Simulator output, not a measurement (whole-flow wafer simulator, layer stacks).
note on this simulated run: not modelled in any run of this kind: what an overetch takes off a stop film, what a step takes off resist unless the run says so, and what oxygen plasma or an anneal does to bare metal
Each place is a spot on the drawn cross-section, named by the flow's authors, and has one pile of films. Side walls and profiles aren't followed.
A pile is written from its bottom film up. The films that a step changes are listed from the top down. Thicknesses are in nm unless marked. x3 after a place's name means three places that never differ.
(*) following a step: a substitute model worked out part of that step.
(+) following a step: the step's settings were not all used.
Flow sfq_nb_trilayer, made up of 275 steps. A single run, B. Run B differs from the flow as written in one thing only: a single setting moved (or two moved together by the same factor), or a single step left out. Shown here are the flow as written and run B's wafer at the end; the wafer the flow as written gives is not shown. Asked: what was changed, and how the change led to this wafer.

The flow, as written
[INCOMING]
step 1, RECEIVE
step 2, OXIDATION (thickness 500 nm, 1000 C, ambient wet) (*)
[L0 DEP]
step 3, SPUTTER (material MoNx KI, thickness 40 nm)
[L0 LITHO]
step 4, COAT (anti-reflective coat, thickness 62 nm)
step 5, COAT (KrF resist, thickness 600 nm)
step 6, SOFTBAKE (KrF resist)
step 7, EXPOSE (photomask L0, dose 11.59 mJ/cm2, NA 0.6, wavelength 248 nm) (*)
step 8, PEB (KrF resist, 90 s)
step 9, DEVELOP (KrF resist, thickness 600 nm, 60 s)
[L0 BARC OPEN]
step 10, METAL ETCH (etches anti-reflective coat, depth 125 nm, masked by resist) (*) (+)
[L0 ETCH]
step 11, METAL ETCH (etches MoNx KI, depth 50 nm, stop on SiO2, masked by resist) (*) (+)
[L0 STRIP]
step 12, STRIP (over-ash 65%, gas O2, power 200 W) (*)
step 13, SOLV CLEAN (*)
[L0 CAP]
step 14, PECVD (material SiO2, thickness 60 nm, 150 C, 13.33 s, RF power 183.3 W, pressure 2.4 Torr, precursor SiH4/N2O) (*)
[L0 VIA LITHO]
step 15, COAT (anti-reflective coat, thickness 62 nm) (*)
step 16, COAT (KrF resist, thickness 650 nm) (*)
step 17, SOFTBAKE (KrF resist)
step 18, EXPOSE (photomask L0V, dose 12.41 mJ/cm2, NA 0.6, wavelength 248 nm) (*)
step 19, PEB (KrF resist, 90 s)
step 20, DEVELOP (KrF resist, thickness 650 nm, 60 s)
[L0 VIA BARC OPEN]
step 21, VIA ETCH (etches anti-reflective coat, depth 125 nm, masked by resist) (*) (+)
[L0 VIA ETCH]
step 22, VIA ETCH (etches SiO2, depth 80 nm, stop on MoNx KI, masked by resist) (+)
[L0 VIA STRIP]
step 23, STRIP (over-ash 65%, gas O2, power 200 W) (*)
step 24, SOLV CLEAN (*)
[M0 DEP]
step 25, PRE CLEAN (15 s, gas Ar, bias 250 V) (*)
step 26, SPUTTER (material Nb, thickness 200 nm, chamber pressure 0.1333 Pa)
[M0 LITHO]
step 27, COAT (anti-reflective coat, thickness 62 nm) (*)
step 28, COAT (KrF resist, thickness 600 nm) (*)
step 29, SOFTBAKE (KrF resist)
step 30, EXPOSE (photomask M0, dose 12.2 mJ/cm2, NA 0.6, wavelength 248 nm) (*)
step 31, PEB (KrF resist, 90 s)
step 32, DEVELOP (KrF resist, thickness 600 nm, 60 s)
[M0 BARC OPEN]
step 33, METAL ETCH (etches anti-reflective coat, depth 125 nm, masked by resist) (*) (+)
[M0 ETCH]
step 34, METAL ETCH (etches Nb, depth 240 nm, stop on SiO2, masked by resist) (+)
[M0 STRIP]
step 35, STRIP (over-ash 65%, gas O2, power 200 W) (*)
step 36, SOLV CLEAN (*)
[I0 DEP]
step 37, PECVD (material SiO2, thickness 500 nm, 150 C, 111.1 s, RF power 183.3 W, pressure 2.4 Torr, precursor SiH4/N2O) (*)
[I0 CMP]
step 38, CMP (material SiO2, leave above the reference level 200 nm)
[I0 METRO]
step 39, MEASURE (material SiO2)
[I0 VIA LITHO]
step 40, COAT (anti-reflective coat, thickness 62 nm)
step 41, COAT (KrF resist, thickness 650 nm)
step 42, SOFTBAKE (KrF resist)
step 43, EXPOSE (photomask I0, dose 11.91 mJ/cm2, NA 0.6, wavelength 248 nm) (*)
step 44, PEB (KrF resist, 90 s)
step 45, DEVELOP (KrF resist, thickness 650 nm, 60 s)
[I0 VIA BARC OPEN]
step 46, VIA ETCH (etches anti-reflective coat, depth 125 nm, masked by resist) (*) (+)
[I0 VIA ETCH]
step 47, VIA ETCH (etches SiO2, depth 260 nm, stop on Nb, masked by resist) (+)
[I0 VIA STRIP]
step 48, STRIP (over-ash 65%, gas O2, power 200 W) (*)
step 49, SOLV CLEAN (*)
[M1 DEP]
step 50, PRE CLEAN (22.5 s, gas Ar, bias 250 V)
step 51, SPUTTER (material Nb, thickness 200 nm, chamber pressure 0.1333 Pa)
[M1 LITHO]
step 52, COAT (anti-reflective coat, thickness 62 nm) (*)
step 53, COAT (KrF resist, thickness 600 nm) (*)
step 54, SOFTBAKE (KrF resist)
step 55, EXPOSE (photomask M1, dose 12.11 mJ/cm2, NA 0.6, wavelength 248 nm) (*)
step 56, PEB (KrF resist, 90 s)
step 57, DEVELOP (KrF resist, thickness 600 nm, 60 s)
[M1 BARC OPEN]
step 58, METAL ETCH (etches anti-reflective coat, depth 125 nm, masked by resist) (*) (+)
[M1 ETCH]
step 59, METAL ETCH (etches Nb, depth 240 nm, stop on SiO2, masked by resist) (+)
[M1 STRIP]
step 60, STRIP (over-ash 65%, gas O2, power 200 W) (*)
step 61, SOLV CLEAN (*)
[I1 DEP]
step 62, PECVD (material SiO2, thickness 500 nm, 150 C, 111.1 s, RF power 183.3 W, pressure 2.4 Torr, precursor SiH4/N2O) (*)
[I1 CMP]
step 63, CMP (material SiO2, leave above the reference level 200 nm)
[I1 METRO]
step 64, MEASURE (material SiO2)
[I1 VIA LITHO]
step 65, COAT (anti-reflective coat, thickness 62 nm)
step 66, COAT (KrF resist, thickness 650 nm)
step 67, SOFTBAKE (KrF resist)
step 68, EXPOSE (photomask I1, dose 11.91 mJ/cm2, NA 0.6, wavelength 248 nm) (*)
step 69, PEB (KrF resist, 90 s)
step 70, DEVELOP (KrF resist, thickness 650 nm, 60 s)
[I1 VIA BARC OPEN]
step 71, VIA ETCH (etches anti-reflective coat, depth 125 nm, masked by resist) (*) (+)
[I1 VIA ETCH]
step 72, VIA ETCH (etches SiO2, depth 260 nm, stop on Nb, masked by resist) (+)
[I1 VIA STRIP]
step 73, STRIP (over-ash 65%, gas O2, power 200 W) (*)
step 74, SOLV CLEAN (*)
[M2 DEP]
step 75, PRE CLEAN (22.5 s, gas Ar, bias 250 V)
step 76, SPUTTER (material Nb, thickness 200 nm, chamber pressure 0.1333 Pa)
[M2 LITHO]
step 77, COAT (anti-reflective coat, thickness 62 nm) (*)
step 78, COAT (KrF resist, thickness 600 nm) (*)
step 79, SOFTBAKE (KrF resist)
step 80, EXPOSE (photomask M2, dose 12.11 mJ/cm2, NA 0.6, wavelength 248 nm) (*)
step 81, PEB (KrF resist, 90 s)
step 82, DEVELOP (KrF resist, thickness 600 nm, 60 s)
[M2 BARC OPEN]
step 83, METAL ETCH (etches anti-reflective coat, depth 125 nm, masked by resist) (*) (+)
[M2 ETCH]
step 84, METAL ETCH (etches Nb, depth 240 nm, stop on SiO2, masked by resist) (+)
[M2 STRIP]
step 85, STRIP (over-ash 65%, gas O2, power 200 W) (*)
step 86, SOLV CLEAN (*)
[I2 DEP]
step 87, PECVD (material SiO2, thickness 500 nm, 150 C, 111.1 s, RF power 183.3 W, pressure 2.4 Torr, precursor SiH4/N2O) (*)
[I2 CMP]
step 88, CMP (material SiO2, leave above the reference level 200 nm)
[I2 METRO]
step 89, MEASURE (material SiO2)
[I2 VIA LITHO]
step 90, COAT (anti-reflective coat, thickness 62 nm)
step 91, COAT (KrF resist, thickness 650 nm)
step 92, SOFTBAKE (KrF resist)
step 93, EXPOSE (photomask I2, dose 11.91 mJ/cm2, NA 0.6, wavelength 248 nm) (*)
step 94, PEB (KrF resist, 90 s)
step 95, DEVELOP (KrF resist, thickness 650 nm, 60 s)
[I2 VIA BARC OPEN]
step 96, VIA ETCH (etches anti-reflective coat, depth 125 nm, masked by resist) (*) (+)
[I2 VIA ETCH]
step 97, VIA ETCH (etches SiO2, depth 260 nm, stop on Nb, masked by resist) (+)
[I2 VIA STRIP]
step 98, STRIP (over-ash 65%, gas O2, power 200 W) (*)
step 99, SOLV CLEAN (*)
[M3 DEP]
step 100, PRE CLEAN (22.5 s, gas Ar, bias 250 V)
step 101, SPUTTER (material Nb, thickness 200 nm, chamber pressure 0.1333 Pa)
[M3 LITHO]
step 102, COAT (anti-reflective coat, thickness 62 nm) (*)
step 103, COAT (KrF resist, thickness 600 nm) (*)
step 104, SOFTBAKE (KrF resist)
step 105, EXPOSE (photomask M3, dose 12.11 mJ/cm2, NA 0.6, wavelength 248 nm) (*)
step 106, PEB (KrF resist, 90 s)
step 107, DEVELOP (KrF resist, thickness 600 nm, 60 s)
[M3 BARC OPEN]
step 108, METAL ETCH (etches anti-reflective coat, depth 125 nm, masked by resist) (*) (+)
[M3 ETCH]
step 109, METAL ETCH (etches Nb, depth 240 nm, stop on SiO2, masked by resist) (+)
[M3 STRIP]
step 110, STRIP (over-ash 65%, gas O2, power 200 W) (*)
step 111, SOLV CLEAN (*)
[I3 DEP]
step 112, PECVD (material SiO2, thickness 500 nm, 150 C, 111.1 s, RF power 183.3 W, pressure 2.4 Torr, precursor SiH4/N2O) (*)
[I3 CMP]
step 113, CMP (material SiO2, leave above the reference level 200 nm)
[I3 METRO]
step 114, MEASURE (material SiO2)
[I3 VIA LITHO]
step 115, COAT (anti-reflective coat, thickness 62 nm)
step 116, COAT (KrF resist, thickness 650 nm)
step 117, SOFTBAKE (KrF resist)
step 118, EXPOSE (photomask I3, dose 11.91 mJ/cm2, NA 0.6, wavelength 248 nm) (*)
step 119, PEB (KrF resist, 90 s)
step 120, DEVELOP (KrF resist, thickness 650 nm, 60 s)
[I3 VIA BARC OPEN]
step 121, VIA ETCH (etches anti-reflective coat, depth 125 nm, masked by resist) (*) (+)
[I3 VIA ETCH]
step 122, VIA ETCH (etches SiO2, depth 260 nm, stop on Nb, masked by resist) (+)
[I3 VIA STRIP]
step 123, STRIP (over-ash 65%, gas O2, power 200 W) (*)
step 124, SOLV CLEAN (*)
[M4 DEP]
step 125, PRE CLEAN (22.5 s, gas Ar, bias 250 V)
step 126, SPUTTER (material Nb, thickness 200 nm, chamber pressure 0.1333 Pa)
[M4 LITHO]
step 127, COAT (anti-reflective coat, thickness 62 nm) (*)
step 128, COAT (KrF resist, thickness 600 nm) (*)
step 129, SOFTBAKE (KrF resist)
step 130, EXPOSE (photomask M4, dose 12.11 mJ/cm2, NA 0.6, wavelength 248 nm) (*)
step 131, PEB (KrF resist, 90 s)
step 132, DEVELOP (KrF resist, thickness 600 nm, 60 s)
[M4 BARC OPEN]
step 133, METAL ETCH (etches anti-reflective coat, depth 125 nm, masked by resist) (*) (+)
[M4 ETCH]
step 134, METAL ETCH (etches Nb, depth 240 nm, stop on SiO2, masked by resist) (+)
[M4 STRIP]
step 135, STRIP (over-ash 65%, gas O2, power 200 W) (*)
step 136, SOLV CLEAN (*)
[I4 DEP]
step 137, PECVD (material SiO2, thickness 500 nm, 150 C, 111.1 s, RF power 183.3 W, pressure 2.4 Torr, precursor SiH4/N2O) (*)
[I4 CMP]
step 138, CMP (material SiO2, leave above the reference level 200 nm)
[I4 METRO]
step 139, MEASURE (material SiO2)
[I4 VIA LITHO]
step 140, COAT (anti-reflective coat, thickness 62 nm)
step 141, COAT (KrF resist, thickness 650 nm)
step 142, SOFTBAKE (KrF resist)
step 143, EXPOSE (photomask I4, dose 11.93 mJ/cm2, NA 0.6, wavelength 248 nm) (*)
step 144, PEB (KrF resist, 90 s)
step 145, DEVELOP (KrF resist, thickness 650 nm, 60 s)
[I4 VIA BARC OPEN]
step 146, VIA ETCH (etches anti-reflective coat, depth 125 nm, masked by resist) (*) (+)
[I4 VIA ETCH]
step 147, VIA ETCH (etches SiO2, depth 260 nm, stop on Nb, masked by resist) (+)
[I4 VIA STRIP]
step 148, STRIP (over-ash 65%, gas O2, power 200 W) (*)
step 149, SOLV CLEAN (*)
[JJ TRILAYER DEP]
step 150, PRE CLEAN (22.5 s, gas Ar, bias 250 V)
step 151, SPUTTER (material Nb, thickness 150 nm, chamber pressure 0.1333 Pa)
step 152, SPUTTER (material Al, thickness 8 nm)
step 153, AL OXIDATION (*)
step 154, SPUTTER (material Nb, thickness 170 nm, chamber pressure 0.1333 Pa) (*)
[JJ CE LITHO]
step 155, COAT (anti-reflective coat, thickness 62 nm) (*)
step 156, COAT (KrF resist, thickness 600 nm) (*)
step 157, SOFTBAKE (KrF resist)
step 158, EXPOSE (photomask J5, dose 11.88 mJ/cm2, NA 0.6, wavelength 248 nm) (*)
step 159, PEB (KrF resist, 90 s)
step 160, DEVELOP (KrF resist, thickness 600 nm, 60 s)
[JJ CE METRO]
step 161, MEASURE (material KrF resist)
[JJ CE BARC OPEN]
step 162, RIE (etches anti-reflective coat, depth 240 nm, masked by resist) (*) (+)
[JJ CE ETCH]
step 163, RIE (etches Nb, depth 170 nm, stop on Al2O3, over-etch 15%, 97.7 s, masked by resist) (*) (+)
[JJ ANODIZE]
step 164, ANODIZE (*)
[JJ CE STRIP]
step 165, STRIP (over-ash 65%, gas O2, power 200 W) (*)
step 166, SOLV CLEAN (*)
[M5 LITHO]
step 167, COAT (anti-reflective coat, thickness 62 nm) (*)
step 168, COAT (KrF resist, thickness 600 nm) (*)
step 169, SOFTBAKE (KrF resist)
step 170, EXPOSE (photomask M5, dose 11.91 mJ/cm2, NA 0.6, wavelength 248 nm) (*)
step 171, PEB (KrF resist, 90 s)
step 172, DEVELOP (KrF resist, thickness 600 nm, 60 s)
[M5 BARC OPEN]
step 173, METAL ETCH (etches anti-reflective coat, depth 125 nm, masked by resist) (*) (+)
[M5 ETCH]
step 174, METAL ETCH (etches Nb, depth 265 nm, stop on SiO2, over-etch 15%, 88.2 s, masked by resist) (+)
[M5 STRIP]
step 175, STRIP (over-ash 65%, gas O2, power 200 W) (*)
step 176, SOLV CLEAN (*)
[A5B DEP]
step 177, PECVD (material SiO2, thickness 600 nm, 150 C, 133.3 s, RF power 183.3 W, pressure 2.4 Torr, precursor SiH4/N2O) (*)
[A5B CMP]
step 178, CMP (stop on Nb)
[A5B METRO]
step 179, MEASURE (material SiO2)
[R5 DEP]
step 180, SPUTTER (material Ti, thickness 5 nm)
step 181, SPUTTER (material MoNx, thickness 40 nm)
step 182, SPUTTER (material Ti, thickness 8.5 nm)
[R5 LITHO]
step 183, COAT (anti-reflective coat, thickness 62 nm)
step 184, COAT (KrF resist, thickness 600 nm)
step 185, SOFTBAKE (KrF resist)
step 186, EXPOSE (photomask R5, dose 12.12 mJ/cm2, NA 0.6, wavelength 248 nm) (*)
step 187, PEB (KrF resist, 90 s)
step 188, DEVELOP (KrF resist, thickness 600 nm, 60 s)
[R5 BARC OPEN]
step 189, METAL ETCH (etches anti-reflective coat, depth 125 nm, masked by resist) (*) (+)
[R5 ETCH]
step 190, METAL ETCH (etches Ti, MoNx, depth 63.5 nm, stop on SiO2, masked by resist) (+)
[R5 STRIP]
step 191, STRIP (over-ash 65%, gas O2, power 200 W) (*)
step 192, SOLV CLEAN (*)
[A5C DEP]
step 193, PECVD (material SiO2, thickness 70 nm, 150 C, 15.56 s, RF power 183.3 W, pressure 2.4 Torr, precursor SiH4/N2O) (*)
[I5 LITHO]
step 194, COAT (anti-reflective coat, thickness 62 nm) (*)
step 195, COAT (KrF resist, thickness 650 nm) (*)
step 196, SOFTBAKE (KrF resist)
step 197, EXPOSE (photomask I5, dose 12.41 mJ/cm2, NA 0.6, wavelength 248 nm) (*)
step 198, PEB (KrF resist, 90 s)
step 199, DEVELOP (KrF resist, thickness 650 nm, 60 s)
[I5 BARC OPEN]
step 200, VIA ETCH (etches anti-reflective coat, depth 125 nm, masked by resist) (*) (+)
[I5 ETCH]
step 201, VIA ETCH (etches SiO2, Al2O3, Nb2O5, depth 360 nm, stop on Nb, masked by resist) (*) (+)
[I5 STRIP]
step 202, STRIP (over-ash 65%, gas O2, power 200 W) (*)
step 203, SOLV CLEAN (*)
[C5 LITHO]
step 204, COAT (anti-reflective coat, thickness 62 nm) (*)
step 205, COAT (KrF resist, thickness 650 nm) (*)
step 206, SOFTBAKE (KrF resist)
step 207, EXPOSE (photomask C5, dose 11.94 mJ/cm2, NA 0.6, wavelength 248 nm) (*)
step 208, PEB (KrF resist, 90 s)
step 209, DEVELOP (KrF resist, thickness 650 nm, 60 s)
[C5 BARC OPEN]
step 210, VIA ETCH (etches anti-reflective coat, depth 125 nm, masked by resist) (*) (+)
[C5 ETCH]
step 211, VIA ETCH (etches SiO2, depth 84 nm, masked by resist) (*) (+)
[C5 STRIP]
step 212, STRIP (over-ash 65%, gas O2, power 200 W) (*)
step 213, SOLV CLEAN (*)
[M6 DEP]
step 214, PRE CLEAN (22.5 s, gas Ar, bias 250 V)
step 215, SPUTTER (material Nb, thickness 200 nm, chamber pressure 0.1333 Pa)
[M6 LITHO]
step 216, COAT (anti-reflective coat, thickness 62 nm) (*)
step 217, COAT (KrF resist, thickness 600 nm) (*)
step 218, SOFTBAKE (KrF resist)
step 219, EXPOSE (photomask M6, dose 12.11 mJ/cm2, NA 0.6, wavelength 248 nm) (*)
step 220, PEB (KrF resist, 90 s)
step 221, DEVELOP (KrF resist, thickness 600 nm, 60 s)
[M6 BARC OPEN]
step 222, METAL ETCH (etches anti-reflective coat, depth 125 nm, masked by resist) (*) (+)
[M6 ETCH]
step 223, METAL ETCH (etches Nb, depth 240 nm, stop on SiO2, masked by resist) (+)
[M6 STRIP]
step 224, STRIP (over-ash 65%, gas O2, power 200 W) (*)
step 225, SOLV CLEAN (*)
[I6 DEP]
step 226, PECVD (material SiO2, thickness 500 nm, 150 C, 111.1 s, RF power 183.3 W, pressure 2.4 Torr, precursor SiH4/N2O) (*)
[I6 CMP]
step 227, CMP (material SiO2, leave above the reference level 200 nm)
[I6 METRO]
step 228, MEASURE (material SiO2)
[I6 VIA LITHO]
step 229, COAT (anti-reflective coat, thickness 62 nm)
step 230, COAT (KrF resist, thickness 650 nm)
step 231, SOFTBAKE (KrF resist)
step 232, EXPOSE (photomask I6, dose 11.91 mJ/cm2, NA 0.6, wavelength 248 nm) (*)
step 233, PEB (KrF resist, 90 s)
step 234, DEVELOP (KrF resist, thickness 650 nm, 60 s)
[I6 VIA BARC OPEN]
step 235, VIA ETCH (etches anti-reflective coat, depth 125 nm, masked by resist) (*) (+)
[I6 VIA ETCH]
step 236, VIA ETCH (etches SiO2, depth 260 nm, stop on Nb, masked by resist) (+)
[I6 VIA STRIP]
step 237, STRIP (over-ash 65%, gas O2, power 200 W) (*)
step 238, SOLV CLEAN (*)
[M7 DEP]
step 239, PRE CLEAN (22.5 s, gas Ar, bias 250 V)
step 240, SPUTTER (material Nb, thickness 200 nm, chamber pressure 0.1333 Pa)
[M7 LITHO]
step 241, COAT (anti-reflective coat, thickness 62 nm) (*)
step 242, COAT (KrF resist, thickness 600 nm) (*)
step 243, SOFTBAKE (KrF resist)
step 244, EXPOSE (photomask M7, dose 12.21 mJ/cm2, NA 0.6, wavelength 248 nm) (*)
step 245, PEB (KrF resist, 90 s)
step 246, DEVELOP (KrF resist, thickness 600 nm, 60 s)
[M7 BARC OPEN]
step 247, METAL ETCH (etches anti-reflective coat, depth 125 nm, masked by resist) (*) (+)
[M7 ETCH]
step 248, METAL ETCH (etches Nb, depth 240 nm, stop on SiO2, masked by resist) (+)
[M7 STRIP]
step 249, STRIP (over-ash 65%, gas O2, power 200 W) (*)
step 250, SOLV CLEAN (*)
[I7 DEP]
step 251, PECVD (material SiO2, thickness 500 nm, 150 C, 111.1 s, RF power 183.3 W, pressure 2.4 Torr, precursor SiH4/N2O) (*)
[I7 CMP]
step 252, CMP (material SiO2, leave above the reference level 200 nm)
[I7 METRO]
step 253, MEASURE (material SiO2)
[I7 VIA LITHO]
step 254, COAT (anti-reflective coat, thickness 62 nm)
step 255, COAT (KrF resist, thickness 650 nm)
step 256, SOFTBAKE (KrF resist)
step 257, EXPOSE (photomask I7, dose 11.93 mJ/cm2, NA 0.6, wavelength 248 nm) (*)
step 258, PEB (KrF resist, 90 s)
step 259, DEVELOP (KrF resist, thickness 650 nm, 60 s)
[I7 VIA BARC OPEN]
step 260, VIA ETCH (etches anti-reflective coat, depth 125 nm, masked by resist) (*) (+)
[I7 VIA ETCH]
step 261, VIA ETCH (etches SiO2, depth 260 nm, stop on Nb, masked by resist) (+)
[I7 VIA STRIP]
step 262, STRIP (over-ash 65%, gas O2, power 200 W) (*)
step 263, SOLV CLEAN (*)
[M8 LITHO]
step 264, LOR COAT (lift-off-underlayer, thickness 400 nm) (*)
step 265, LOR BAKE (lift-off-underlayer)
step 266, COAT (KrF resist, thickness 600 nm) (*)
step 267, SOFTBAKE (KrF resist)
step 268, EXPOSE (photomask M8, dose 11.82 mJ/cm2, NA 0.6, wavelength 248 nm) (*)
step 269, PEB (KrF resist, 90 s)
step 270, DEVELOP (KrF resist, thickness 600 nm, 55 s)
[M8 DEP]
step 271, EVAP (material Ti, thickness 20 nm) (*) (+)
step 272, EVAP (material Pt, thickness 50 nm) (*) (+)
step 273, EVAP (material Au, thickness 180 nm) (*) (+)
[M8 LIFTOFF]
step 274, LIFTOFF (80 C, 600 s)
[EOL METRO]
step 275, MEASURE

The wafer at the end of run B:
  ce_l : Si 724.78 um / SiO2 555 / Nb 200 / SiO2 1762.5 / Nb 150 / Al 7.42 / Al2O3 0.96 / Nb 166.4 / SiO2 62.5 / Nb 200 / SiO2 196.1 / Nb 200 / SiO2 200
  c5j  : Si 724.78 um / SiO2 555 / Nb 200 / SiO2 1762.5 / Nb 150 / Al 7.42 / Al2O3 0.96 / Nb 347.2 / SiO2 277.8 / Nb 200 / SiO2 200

What caused this: step 190, METAL ETCH: depth 57.1 nm was run, whereas the flow has depth 63.5 nm.

How this came from the change, step by step:
  step 190, METAL ETCH (etches Ti, MoNx, depth 63.5 nm, stop on SiO2, masked by resist) (+)
      be_r, r_sur, res, r_end, r5r_line_l, r5r_line_c, r5r_line_r: -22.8 KrF resist (it would be, as written: -25.4 KrF resist)
      ce_l, c5j, ce_r, wl_jj: -8.5 Ti (all of it), -40 MoNx (all of it), -5 Ti (all of it), -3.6 Nb (it would be, as written: -8.5 Ti (all of it), -40 MoNx (all of it), -5 Ti (all of it), -10 Nb)
  step 194, COAT (anti-reflective coat, thickness 62 nm) (*)
      ce_l: +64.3 anti-reflective coat (new film) (it would be, as written: +67.2 anti-reflective coat (new film))
      c5j: +63.3 anti-reflective coat (new film) (it would be, as written: +64.9 anti-reflective coat (new film))
      (as well as at 3 more places)
  step 202, STRIP (over-ash 65%, gas O2, power 200 W) (*)
      ce_l: -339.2 KrF resist (all of it), -64.3 anti-reflective coat (all of it) (it would be, as written: -341.5 KrF resist (all of it), -67.2 anti-reflective coat (all of it))
      c5j: -342.4 KrF resist (all of it), -63.3 anti-reflective coat (all of it) (it would be, as written: -345.8 KrF resist (all of it), -64.9 anti-reflective coat (all of it))
      (as well as at 3 more places)
  step 204, COAT (anti-reflective coat, thickness 62 nm) (*)
      ce_l: +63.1 anti-reflective coat (new film) (it would be, as written: +66 anti-reflective coat (new film))
      c5j: +62.3 anti-reflective coat (new film) (it would be, as written: +63.9 anti-reflective coat (new film))
      (as well as at 2 more places)
  step 210, VIA ETCH (etches anti-reflective coat, depth 125 nm, masked by resist) (*) (+)
      c5j: -62.3 anti-reflective coat (all of it), -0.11 SiO2 (it would be, as written: -63.9 anti-reflective coat (all of it), -0.11 SiO2)
  step 212, STRIP (over-ash 65%, gas O2, power 200 W) (*)
      ce_l: -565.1 KrF resist (all of it), -63.1 anti-reflective coat (all of it) (it would be, as written: -567.4 KrF resist (all of it), -66 anti-reflective coat (all of it))
      ce_r: -571.6 KrF resist (all of it), -64.2 anti-reflective coat (all of it) (it would be, as written: -573.7 KrF resist (all of it), -67.2 anti-reflective coat (all of it))
      (as well as at 1 more place)
  step 216, COAT (anti-reflective coat, thickness 62 nm) (*)
      jj_sur: +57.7 anti-reflective coat (new film) (it would be, as written: +56.1 anti-reflective coat (new film))
      ce_l: +46.1 anti-reflective coat (new film) (it would be, as written: +48 anti-reflective coat (new film))
      (as well as at 3 more places)
  step 224, STRIP (over-ash 65%, gas O2, power 200 W) (*)
      jj_sur: -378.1 KrF resist (all of it), -57.7 anti-reflective coat (all of it) (it would be, as written: -378.5 KrF resist (all of it), -56.1 anti-reflective coat (all of it))
      ce_l: -394 KrF resist (all of it), -46.1 anti-reflective coat (all of it) (it would be, as written: -397.1 KrF resist (all of it), -48 anti-reflective coat (all of it))
      (as well as at 3 more places)
  step 227, CMP (material SiO2, leave above the reference level 200 nm)
      ce_l, ce_r, wl_jj: -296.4 SiO2 (it would be, as written: -290 SiO2)
      c5j: -229.4 SiO2 (it would be, as written: -223 SiO2)
